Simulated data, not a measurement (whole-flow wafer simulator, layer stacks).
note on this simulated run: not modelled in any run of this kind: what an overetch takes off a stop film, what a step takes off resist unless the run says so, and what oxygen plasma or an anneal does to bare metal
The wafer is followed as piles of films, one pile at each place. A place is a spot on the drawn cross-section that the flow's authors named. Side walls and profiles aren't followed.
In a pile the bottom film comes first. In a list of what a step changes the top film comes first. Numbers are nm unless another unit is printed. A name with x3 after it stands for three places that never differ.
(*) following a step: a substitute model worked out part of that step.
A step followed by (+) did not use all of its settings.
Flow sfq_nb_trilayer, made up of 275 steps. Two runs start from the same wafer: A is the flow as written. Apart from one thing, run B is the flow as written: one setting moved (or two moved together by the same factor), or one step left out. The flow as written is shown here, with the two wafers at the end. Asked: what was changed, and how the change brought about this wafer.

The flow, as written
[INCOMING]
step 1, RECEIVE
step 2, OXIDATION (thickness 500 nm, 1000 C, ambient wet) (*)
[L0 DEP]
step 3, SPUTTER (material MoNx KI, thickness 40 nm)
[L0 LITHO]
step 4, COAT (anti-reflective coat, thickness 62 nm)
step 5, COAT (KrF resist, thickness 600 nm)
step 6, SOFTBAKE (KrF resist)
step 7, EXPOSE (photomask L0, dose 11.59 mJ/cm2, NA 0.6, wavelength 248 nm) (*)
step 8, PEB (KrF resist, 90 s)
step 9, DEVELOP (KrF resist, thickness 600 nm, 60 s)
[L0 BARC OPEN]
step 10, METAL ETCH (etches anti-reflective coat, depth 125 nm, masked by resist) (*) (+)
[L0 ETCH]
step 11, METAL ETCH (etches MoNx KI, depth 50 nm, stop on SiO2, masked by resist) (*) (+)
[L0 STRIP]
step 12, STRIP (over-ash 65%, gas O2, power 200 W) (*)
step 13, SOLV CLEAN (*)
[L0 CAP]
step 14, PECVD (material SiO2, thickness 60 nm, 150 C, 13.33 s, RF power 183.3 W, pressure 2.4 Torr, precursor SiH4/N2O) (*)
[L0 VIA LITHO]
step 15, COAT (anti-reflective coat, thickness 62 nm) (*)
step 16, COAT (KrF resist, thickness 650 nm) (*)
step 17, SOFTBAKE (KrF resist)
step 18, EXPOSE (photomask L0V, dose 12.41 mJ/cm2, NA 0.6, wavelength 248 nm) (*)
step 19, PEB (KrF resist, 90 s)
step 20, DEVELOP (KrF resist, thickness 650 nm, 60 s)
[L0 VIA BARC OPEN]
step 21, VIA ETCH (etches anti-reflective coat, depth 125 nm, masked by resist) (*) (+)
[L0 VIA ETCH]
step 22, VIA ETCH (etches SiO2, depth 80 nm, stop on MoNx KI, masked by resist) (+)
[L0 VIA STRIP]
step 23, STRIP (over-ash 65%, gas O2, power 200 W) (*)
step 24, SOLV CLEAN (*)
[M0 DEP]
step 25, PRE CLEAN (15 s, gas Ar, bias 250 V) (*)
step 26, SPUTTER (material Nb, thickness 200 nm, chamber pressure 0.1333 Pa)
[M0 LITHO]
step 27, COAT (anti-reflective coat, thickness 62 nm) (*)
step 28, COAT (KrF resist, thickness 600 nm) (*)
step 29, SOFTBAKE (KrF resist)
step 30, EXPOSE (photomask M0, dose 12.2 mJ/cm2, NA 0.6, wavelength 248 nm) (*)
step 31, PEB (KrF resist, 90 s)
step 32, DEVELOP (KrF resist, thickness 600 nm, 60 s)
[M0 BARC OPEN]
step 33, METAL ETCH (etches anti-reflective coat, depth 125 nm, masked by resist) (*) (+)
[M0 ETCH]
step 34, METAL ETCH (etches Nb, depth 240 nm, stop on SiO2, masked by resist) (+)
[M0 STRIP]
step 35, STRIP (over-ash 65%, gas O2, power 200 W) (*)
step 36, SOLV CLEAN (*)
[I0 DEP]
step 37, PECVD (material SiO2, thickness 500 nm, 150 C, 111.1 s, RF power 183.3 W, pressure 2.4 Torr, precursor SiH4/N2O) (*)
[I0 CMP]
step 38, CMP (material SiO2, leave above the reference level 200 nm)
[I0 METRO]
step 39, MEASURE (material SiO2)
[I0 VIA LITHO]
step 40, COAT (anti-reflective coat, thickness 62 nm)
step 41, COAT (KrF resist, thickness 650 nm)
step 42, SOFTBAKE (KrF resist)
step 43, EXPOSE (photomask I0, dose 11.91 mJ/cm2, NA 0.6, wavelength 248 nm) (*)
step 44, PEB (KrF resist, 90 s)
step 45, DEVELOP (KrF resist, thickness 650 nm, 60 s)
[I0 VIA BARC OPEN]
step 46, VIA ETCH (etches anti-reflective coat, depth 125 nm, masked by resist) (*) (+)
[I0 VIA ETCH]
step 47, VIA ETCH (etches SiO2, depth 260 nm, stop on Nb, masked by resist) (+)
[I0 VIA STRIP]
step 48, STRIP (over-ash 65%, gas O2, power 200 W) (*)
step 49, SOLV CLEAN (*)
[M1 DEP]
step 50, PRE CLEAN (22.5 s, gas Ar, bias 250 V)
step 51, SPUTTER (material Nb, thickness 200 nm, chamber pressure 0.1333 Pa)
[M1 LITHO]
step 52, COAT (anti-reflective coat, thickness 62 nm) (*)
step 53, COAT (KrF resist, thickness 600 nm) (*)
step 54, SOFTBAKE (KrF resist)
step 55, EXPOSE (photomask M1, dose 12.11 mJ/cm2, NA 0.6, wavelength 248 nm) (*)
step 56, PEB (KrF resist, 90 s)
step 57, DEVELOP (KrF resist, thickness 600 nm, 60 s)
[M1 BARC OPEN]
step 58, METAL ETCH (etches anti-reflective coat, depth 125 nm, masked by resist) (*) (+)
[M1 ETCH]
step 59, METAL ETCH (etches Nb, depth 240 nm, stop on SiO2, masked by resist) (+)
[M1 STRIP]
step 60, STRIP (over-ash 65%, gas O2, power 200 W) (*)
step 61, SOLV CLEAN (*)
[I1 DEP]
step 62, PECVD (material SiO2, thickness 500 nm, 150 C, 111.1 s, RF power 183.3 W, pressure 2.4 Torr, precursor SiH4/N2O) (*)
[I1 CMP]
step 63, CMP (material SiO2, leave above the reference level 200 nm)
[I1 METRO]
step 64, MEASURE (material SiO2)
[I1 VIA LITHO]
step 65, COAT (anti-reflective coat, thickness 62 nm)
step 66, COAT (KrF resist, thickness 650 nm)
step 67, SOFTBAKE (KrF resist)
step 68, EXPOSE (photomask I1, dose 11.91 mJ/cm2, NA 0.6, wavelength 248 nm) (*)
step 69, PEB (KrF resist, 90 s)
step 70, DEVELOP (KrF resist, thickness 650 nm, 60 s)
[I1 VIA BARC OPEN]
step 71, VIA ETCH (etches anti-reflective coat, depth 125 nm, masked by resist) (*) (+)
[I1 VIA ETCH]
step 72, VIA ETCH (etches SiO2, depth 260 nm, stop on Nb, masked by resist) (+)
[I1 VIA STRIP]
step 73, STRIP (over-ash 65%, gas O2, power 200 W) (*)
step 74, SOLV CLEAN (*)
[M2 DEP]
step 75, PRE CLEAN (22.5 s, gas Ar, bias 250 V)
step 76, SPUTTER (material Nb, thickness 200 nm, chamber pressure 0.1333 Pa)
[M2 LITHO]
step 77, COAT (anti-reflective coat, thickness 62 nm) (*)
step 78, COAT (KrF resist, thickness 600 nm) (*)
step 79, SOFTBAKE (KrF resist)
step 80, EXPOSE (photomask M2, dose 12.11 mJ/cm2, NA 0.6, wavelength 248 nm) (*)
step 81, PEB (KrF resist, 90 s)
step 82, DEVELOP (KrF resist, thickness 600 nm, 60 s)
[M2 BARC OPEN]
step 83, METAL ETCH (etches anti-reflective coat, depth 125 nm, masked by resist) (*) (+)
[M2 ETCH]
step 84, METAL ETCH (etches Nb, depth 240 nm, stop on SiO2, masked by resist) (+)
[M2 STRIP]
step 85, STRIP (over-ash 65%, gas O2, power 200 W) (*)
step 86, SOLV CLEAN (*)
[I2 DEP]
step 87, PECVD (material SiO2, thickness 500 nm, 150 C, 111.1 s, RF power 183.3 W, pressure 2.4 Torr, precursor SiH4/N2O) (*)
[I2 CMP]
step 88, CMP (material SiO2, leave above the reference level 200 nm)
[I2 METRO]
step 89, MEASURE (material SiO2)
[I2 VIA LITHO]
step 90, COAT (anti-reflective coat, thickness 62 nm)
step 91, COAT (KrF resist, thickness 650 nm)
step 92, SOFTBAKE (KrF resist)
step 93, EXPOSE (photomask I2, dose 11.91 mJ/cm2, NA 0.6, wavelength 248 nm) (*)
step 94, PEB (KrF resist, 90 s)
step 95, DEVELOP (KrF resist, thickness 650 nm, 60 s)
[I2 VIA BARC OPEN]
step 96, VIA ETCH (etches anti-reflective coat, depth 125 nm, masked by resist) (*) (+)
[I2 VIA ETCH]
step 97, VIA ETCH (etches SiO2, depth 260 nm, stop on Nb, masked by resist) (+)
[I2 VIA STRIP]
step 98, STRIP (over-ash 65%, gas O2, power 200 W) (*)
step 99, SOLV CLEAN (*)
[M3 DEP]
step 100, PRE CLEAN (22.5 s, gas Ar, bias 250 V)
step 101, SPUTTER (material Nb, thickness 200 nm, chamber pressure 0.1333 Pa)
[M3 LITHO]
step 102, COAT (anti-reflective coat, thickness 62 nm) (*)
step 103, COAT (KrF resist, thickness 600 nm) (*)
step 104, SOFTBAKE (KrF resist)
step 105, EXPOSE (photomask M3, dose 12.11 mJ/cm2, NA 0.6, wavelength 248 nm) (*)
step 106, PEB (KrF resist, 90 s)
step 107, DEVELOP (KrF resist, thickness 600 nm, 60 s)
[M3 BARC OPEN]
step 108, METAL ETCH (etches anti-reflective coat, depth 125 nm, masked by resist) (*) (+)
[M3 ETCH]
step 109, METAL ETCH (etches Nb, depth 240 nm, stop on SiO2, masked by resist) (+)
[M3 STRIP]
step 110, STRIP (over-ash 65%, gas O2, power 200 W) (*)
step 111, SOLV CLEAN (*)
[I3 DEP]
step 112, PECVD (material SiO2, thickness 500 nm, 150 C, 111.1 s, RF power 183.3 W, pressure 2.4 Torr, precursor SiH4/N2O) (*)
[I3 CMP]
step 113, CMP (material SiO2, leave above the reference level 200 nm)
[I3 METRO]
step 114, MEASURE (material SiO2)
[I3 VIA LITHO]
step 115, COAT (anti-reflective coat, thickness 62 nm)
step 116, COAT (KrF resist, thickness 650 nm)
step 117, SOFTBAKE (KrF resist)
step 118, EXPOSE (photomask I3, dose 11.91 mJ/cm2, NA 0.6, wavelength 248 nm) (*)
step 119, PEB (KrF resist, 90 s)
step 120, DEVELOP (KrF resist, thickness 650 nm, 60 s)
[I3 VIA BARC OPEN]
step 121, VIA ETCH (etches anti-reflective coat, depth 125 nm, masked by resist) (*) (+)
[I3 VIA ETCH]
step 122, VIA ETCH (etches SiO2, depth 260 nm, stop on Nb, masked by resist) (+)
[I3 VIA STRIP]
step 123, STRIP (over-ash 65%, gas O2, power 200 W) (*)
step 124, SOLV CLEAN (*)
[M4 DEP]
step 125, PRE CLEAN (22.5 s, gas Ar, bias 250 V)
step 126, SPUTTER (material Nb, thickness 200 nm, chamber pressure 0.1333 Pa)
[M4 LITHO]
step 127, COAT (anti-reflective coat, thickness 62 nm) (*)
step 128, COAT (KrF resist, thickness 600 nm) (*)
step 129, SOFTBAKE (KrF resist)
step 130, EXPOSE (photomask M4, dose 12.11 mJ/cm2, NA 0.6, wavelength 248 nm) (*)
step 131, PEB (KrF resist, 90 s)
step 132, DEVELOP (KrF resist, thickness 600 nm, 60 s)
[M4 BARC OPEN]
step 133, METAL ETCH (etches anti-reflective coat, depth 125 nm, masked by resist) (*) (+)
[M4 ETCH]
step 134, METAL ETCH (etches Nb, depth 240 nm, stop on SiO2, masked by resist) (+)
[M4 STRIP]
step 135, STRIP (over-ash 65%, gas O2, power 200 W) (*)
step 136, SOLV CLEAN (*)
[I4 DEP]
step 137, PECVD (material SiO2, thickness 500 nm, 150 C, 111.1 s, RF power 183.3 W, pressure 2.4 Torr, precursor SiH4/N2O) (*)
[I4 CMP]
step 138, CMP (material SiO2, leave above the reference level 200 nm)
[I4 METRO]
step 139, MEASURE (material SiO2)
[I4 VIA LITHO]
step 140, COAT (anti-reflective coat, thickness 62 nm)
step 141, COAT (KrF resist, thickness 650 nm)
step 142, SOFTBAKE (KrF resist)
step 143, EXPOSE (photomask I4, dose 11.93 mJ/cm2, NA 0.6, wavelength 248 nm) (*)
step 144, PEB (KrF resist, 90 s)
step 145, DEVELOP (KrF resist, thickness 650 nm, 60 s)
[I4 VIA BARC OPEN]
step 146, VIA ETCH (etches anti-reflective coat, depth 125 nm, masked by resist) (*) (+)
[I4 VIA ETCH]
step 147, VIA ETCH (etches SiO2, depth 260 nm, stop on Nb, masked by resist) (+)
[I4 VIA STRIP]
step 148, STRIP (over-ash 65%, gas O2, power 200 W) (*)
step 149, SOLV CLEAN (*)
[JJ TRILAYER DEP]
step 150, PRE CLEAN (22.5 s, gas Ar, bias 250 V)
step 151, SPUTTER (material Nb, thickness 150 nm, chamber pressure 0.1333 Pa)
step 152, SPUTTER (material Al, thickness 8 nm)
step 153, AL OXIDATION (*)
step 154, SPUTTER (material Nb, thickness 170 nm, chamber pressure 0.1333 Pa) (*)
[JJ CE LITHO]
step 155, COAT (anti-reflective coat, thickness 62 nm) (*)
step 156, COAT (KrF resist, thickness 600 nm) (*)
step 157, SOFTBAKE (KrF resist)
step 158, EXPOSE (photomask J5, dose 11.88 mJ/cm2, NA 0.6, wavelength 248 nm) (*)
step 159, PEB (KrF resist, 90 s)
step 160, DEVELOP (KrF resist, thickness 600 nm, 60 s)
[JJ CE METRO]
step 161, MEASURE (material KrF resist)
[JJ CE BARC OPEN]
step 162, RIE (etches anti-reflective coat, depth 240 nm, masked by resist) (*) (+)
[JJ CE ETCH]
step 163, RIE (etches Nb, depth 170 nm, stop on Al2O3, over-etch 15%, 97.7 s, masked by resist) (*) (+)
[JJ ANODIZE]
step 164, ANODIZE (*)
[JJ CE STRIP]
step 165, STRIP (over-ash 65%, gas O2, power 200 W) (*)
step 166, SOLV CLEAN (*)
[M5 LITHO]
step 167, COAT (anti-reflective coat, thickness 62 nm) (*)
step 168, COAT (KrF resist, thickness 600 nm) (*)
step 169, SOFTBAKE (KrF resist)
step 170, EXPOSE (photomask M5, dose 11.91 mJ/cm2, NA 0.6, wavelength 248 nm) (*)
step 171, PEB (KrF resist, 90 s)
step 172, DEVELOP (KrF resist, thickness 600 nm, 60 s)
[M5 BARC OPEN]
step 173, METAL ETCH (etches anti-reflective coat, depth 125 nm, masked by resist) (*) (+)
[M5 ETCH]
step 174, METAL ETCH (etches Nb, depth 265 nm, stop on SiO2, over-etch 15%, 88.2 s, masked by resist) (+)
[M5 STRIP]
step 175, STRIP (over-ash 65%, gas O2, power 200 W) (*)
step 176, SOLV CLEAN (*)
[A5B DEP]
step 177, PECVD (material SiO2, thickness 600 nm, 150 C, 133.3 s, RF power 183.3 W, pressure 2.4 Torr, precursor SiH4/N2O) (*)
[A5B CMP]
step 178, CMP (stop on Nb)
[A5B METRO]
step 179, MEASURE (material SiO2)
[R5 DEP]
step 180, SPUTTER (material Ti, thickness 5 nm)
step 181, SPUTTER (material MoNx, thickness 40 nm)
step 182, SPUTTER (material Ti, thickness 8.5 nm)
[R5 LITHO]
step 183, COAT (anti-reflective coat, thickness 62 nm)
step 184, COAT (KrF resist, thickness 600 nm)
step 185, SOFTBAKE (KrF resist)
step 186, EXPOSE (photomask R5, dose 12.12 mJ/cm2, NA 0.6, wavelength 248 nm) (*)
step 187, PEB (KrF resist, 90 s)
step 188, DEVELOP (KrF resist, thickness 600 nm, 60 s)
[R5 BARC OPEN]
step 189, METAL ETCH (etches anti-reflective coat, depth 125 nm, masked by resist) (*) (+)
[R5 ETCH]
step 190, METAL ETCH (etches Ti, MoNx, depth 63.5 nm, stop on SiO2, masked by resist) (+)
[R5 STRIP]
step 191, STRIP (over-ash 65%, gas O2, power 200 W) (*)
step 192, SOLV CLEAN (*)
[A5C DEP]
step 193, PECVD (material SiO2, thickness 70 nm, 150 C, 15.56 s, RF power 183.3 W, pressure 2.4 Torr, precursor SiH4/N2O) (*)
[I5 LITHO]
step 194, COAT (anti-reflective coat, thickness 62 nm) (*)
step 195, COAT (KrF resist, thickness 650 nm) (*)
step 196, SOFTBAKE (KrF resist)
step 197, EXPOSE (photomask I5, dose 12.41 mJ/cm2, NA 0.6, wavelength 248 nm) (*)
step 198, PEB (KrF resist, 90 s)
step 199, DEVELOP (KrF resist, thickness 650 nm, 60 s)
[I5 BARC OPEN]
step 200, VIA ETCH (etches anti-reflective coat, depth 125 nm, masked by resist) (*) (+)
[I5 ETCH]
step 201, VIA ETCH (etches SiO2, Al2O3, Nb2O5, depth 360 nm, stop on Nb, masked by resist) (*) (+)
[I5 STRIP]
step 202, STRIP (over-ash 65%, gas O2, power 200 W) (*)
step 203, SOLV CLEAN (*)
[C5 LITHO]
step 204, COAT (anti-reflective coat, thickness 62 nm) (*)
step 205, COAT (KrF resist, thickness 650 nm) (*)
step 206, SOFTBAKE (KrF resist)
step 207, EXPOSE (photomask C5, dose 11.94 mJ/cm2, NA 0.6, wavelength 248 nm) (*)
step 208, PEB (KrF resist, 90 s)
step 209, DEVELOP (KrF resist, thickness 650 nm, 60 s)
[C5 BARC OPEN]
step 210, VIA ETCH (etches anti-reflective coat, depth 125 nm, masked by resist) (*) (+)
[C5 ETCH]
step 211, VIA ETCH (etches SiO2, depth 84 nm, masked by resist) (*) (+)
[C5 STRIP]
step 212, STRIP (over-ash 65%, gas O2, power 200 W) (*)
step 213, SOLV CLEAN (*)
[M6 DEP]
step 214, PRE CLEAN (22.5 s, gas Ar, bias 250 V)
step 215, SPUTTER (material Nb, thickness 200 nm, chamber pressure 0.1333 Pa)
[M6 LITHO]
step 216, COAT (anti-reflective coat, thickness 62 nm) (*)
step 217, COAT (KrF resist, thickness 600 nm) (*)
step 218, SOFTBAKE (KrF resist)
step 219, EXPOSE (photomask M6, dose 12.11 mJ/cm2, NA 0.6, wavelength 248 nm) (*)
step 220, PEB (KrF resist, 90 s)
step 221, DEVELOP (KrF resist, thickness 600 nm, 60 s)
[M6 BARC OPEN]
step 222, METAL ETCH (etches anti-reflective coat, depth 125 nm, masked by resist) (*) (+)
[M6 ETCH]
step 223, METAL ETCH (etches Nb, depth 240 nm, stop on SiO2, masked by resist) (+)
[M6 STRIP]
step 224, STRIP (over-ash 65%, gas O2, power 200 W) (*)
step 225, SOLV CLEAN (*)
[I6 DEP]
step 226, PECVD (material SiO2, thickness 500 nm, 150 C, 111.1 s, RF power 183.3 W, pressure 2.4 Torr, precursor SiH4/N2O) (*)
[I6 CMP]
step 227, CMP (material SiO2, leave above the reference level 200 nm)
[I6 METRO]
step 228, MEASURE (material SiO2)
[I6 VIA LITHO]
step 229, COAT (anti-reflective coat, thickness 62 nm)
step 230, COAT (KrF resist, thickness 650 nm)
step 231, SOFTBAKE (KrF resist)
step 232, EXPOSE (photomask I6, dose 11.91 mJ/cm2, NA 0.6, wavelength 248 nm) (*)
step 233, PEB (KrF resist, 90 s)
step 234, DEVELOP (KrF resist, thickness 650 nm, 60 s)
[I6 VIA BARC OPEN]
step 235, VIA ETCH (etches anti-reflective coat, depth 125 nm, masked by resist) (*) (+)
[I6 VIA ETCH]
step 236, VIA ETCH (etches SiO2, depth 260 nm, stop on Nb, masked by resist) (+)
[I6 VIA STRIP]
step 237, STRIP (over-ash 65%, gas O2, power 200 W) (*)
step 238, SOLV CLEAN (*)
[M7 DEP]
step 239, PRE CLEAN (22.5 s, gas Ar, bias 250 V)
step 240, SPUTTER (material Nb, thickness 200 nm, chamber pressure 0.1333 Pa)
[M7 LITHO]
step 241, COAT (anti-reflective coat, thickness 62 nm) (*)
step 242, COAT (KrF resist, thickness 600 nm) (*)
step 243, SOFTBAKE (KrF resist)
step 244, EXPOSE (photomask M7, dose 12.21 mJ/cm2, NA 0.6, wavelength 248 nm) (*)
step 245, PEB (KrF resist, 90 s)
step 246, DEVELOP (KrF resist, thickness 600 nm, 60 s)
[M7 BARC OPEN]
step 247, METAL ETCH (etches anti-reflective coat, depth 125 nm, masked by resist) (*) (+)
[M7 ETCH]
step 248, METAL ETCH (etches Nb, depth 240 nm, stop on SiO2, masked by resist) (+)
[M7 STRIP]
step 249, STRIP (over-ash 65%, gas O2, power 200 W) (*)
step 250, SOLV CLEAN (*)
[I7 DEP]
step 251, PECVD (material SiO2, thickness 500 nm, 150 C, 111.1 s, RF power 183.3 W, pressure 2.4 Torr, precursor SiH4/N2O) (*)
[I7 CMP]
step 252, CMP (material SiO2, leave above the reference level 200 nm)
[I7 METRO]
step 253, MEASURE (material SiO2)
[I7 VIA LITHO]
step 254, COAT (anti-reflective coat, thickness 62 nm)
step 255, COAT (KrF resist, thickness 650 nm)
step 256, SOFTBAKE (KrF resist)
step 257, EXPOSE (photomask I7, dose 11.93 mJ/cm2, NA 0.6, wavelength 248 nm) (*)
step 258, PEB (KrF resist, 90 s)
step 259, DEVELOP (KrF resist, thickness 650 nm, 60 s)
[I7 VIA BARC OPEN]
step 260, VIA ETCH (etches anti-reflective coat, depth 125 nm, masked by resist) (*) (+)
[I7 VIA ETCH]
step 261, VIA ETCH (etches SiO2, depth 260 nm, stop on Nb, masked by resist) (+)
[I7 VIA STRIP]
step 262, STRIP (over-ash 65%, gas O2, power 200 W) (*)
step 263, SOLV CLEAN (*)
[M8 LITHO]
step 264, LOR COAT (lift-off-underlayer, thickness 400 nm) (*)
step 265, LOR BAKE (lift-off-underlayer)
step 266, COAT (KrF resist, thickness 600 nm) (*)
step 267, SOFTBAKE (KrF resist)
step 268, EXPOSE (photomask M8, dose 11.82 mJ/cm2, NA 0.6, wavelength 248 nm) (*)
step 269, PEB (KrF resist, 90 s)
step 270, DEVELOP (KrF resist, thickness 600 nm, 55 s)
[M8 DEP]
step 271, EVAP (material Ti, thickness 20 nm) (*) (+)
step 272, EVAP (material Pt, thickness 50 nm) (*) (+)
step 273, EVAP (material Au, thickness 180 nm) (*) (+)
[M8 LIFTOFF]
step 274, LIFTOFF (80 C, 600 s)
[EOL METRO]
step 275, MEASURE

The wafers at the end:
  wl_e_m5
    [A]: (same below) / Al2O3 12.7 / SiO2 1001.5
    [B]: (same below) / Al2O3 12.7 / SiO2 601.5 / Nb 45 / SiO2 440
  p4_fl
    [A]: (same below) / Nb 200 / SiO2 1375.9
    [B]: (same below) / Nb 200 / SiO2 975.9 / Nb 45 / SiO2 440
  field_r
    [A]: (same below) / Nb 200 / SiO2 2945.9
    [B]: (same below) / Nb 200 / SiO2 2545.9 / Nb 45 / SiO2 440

The reason: step 240, SPUTTER: thickness 285 nm was run, though the flow has thickness 200 nm.

How this came from the change, step by step:
  step 240, SPUTTER (material Nb, thickness 200 nm, chamber pressure 0.1333 Pa)
      field_l, v_sur, via_wl and 102 more: A Nb gains 200 (new film) | B Nb gains 285 (new film)
      via_v: A Nb gains 161.1 | B Nb gains 230.1
  step 241, COAT (anti-reflective coat, thickness 62 nm) (*)
      via_v: A anti-reflective coat gains 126 (new film) | B anti-reflective coat gains 128.6 (new film)
  step 248, METAL ETCH (etches Nb, depth 240 nm, stop on SiO2, masked by resist) (+)
      field_l, field_r, lsp_l and 62 more: A Nb loses 200 (all of it) | B Nb loses 240
  step 249, STRIP (over-ash 65%, gas O2, power 200 W) (*)
      via_v: A KrF resist loses 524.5 (all of it), anti-reflective coat loses 126 (all of it) | B KrF resist loses 535.6 (all of it), anti-reflective coat loses 128.6 (all of it)
  step 251, PECVD (material SiO2, thickness 500 nm, 150 C, 111.1 s, RF power 183.3 W, pressure 2.4 Torr, precursor SiH4/N2O) (*)
      field_l, p4_fl, p4_fm and 56 more: A SiO2 gains 500 | B SiO2 gains 500 (new film)
      field_r, lsp_l: A SiO2 gains 477.7 | B SiO2 gains 473.2 (new film)
      (as well as at 4 more places)
  step 252, CMP (material SiO2, leave above the reference level 200 nm)
      field_l, p4_fl, p4_fm and 56 more: A SiO2 loses 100 | B SiO2 loses 60
      field_r, lsp_l: A SiO2 loses 77.7 | B SiO2 loses 33.2
      (as well as at 3 more places)
If metal films that touch count as one body, wl_e_m5 has 7 bodies (between them, from the top down: SiO2 601.5 / Al2O3 12.7 / Nb2O5 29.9; SiO2 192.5; SiO2 192.5; SiO2 192.5; SiO2 192.5; SiO2 192.5); the flow as written gives 6 bodies (between them, from the top down: SiO2 192.5; SiO2 192.5; SiO2 192.5; SiO2 192.5; SiO2 192.5).
If metal films that touch count as one body, p4_fl has 3 bodies (between them, from the top down: SiO2 975.9; SiO2 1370); the flow as written gives 2 bodies (between them, from the top down: SiO2 1370).
If metal films that touch count as one body, field_r has 2 bodies (between them, from the top down: SiO2 2545.9); the flow as written gives 1 body.
